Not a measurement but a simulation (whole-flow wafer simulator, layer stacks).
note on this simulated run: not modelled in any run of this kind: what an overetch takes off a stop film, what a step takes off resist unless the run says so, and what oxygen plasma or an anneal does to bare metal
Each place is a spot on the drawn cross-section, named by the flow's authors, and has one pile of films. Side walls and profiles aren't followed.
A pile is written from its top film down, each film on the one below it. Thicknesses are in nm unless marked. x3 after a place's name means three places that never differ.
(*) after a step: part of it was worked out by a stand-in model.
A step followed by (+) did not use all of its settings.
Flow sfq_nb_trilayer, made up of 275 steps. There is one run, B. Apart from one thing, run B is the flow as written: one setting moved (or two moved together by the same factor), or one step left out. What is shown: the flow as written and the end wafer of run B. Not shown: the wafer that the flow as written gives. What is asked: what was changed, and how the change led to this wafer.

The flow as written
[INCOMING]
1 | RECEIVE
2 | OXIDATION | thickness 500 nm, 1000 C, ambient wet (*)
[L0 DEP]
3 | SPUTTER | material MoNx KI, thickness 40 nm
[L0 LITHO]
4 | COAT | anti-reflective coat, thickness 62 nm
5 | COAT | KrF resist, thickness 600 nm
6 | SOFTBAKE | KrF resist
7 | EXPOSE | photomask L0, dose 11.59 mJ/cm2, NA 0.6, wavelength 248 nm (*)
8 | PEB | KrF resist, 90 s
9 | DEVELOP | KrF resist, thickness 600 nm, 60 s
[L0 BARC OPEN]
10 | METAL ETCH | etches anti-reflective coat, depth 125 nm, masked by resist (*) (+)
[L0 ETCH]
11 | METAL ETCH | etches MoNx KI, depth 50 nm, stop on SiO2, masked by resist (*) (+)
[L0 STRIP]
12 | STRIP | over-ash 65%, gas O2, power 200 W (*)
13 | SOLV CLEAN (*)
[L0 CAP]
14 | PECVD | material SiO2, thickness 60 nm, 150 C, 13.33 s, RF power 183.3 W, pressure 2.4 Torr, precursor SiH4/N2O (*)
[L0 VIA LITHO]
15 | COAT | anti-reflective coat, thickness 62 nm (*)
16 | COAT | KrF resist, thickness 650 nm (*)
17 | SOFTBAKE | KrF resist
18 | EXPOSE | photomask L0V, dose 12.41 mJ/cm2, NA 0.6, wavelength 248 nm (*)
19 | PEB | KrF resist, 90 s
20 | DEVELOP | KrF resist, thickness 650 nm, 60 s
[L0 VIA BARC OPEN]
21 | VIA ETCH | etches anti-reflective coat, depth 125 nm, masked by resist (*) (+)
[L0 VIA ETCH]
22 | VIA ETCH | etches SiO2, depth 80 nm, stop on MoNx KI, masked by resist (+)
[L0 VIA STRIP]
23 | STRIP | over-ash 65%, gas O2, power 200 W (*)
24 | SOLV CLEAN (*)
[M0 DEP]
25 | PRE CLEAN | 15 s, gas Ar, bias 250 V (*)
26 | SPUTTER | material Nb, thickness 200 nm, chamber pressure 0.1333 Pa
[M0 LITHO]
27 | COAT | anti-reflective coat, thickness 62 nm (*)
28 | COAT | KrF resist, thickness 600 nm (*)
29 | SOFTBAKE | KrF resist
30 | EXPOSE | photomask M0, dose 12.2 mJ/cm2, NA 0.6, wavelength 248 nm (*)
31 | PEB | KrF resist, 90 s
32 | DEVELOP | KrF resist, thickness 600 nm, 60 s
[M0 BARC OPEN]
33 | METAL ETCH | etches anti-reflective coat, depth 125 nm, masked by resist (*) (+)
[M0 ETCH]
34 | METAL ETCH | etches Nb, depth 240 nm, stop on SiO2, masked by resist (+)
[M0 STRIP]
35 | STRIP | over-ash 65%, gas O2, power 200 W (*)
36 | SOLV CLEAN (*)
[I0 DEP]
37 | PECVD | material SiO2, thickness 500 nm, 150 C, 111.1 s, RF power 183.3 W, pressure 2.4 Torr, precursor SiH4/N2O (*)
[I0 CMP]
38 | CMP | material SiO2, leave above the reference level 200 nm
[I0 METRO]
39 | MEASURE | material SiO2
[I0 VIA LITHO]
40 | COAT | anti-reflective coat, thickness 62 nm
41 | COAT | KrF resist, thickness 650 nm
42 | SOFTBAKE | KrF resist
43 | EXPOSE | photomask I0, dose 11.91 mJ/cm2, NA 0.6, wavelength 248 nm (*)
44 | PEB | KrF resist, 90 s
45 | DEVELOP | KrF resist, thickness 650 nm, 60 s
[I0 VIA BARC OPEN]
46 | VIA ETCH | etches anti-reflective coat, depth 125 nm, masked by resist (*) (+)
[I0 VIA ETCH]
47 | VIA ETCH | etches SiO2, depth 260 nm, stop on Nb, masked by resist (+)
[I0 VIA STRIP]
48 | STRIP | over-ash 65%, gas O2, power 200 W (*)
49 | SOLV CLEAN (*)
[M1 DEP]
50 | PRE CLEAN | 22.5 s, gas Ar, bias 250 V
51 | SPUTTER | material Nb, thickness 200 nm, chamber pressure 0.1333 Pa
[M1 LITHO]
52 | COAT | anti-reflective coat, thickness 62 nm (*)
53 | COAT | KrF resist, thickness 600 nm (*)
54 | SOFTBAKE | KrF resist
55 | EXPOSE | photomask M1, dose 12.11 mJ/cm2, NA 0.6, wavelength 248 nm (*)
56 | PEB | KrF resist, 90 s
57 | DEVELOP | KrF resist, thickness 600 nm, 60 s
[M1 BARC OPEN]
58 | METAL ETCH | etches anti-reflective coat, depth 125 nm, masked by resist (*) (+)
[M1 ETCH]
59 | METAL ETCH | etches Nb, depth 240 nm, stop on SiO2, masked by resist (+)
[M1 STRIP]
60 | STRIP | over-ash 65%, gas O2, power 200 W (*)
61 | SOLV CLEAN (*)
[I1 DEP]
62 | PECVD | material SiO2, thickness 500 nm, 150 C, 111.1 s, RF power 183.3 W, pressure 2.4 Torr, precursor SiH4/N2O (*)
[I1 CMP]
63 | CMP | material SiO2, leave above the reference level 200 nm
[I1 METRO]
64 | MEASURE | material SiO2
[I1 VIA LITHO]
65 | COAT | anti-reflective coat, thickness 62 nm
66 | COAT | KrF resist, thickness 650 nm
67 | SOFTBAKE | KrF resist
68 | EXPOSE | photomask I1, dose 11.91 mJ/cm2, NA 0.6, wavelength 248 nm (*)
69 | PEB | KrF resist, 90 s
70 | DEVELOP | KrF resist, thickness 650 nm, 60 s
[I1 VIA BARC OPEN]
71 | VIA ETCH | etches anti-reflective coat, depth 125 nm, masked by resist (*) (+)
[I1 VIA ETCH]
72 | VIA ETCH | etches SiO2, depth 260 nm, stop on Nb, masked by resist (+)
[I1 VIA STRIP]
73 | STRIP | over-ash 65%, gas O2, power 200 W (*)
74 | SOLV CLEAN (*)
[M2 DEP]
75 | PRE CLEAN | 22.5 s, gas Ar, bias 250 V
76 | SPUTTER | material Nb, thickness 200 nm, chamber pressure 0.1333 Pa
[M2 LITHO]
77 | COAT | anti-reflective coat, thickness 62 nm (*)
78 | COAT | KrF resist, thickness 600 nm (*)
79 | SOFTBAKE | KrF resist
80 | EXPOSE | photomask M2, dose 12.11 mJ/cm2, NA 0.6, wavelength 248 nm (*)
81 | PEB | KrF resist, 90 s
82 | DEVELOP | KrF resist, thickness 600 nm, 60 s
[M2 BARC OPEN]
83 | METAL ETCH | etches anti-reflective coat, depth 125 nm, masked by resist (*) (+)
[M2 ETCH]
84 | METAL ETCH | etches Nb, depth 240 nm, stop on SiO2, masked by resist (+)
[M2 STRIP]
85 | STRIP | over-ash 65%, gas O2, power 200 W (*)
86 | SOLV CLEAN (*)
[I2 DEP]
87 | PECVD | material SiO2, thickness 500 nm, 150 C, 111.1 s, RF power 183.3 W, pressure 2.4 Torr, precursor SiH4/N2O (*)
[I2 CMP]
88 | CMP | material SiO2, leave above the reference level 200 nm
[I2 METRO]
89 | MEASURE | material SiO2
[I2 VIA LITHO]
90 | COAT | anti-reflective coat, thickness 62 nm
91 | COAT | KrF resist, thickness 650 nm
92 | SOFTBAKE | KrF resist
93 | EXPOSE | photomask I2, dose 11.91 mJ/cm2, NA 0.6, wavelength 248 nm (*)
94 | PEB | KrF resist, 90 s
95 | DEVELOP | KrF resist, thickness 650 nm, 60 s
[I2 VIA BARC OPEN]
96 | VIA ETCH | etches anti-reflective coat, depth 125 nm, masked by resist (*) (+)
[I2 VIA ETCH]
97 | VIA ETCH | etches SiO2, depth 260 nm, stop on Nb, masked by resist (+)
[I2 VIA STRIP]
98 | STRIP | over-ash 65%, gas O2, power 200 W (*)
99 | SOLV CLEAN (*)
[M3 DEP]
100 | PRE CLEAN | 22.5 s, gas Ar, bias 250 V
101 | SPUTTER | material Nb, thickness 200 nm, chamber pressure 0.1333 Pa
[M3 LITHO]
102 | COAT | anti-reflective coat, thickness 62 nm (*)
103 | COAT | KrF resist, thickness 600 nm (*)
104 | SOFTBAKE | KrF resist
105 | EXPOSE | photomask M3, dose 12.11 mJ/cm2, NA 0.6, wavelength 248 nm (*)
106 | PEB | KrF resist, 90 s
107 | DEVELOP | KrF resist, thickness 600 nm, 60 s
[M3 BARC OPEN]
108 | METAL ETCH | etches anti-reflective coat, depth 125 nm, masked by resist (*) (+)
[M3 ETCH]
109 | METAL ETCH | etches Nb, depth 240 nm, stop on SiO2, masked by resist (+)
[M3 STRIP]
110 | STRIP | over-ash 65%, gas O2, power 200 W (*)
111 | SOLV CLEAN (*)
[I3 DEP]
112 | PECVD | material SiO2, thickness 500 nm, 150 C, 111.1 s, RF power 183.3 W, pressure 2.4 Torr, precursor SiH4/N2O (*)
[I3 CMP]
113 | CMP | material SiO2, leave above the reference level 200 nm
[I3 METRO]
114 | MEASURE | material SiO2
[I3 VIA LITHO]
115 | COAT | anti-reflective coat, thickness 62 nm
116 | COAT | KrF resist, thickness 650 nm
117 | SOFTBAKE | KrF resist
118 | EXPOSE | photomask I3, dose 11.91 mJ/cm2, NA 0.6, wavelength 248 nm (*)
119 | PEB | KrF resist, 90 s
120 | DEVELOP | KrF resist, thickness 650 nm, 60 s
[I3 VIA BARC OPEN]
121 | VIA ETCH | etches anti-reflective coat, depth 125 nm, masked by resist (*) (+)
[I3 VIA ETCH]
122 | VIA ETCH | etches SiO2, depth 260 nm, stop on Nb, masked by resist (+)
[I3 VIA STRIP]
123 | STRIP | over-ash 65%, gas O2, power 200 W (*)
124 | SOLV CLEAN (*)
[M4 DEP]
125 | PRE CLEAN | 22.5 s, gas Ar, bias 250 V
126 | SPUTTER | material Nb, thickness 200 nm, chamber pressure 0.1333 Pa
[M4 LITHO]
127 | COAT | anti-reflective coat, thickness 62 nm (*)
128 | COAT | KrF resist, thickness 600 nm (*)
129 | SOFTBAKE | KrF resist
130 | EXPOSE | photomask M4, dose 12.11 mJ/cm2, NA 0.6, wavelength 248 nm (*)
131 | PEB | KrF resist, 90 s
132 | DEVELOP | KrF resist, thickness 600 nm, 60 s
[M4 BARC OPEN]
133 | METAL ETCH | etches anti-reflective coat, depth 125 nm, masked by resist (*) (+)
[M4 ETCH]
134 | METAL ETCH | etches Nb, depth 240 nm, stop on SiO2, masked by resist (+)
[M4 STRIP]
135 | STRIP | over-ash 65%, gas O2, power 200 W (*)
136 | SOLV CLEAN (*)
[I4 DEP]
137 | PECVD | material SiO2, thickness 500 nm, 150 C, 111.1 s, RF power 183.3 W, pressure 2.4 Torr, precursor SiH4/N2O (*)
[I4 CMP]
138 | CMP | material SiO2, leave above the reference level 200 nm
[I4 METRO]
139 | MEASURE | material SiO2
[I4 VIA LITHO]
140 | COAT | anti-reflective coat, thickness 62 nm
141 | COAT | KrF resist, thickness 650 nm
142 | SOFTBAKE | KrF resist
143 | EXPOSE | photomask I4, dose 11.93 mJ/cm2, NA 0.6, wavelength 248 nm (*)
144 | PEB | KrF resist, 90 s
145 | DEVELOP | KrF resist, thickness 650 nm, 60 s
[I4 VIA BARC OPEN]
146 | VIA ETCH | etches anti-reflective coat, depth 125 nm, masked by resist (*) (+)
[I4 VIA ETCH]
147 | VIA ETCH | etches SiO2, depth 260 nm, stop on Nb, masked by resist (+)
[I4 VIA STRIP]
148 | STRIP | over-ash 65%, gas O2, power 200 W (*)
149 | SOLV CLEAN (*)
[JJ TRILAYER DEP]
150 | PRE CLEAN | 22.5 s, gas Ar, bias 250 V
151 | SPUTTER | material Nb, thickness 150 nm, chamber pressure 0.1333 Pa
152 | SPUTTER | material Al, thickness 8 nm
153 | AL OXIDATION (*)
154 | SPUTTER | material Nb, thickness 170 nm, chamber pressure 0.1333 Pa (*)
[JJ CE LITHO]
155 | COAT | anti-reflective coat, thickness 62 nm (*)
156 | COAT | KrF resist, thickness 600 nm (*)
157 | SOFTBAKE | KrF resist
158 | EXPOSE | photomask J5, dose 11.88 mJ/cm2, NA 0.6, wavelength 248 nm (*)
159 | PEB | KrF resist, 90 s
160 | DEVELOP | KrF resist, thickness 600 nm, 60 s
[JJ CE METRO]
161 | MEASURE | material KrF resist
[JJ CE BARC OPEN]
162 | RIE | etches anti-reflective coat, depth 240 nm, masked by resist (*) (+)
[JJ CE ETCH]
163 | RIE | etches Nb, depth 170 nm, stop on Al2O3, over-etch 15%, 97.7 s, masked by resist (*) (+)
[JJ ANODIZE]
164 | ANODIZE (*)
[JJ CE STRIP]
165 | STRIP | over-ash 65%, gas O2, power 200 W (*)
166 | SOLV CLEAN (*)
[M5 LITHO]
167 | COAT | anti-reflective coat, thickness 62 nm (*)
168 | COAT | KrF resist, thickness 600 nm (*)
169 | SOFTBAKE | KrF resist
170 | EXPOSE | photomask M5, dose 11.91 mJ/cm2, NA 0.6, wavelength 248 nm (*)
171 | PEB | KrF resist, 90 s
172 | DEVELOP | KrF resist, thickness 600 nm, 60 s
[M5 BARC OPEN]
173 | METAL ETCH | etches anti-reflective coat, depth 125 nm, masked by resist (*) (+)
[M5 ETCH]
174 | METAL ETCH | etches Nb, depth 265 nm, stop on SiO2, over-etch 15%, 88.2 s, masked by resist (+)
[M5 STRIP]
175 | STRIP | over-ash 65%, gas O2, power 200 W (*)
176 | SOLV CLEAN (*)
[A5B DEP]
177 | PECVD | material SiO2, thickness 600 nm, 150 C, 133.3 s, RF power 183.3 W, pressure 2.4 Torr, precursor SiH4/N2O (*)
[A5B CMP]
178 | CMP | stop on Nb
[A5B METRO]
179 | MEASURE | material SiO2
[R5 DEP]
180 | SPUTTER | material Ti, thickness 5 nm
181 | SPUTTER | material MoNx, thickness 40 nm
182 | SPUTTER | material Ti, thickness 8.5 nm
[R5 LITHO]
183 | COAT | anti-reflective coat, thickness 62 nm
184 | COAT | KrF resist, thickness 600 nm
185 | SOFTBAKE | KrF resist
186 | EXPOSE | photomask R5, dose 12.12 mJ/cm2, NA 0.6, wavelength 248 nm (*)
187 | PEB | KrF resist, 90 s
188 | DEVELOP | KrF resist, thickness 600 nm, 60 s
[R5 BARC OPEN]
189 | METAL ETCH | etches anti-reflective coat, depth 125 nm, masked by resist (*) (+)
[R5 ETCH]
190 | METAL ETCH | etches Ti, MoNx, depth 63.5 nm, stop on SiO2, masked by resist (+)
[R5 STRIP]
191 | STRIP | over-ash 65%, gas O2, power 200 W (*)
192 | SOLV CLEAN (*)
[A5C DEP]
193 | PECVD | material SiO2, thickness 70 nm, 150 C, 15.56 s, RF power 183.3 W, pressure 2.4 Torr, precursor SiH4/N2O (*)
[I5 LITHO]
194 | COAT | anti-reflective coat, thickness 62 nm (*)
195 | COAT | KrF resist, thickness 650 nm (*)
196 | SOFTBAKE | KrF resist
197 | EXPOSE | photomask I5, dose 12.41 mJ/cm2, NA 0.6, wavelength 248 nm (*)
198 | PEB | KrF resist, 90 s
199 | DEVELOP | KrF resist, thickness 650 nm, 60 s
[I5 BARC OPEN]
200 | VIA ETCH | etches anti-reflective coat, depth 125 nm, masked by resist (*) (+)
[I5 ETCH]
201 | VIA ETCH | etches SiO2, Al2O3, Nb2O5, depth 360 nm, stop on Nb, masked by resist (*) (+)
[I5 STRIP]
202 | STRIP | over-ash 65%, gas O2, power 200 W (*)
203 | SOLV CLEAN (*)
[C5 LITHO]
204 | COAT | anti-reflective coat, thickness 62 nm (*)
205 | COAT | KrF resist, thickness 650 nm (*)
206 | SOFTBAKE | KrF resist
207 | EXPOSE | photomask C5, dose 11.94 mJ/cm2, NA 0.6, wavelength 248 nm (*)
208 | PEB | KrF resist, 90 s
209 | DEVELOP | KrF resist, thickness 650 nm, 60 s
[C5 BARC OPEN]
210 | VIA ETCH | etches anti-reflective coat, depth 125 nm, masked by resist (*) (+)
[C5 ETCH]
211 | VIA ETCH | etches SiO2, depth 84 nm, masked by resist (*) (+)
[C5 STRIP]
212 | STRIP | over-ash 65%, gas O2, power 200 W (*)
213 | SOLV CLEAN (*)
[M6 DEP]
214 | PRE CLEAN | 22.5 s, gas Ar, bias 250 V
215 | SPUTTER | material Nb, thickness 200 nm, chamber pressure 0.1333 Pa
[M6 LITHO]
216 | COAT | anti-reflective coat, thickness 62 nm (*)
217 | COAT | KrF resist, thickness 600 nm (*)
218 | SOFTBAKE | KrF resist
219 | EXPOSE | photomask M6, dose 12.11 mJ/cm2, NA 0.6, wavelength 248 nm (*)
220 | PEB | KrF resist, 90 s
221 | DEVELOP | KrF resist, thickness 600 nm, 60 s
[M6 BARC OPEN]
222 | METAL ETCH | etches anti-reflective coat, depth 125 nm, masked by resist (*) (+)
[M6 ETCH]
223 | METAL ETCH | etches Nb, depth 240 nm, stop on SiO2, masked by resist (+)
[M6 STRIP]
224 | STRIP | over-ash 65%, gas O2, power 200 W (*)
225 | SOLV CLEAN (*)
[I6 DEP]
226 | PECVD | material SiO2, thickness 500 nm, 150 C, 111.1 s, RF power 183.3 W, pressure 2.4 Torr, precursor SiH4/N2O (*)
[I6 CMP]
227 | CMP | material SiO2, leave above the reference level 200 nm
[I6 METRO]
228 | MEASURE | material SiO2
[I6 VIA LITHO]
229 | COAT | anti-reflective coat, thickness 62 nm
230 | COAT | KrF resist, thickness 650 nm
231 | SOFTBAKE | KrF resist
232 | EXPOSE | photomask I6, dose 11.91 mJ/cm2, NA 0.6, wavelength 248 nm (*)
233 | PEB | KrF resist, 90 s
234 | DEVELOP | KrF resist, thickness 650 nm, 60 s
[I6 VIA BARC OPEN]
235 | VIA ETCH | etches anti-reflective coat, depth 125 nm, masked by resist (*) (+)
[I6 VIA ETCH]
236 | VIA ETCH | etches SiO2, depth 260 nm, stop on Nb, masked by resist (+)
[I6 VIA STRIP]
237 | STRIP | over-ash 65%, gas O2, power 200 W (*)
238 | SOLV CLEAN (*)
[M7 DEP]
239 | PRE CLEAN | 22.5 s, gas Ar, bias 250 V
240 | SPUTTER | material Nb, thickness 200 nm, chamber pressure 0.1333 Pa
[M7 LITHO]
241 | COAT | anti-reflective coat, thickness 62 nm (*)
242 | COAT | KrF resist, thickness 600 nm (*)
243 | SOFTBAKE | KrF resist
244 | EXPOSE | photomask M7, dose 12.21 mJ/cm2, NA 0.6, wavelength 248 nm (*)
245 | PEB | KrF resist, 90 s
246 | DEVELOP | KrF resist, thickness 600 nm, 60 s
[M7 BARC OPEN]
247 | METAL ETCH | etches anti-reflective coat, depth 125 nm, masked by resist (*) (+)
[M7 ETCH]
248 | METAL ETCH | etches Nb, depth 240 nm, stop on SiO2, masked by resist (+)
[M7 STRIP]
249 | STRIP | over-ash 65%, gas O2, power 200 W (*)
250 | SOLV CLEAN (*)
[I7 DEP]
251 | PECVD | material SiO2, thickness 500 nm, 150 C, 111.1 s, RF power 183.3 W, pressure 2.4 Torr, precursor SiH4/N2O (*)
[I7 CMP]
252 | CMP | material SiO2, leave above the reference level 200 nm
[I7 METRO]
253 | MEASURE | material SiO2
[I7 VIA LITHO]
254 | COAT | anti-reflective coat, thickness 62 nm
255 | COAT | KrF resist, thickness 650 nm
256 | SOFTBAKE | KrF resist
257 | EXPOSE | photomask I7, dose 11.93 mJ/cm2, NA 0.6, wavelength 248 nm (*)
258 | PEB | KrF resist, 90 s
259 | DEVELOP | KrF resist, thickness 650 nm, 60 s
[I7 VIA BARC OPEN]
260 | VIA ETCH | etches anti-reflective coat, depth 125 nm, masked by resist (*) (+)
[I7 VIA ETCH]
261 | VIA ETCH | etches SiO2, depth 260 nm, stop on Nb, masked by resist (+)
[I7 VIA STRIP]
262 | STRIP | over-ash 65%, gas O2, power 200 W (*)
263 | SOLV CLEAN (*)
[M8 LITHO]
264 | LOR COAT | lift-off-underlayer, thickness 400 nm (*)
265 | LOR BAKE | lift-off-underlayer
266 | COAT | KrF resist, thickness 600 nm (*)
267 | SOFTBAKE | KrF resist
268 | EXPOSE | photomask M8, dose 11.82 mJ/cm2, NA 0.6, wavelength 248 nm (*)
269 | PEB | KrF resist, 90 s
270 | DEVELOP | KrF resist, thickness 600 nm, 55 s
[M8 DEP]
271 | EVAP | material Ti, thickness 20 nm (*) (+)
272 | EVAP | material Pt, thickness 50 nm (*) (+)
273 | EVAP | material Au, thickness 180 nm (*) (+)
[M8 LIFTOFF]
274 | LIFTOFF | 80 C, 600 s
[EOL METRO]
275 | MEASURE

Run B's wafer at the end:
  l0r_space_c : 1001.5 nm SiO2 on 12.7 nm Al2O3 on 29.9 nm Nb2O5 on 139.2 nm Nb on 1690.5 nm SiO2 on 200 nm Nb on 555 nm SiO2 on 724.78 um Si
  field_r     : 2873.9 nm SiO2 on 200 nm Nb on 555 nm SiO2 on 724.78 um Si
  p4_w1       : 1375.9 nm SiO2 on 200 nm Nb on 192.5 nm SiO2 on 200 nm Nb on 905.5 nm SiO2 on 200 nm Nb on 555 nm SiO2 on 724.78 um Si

The reason: step 51, SPUTTER: thickness 128 nm was run, while the flow as written has thickness 200 nm.

Step by step, how the change led to this:
  51 | SPUTTER | material Nb, thickness 200 nm, chamber pressure 0.1333 Pa
      field_l, v_sur, via_wl and 102 more: +128 Nb (new film) (it would be, as written: +200 Nb (new film))
      via_w: +112.5 Nb (it would be, as written: +174.5 Nb)
  52 | COAT | anti-reflective coat, thickness 62 nm (*)
      via_wl: +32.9 anti-reflective coat (new film) (it would be, as written: +33.8 anti-reflective coat (new film))
      via_w: +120 anti-reflective coat (new film) (it would be, as written: +123.1 anti-reflective coat (new film))
      (and at 1 other place as well)
  59 | METAL ETCH | etches Nb, depth 240 nm, stop on SiO2, masked by resist (+)
      field_l, be, be_sur and 79 more: -128 Nb (all of it) (it would be, as written: -200 Nb (all of it))
      v_sur, via_wl, via_w and 21 more: -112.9 KrF resist (it would be, as written: -141.2 KrF resist)
  60 | STRIP | over-ash 65%, gas O2, power 200 W (*)
      wl_j_sl, wl_jj, wl_j_sr and 13 more: -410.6 KrF resist (all of it), -62 anti-reflective coat (all of it) (it would be, as written: -382.4 KrF resist (all of it), -62 anti-reflective coat (all of it))
      v_sur: -394.7 KrF resist (all of it), -60.9 anti-reflective coat (all of it) (it would be, as written: -365.9 KrF resist (all of it), -61.1 anti-reflective coat (all of it))
      (and at 7 other places as well)
  62 | PECVD | material SiO2, thickness 500 nm, 150 C, 111.1 s, RF power 183.3 W, pressure 2.4 Torr, precursor SiH4/N2O (*)
      wl_d_sl, wl_d_sr: +500 SiO2 (it would be, as written: +557.1 SiO2)
      via_w: +588.3 SiO2 (new film) (it would be, as written: +606 SiO2 (new film))
  63 | CMP | material SiO2, leave above the reference level 200 nm
      field_l, be, be_sur and 72 more: -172 SiO2 (it would be, as written: -100 SiO2)
      lsp_m, ln_m6, lsp_r, l0_sur, l0v: -172 SiO2 (it would be, as written: -94.9 SiO2)
      (and at 3 other places as well)
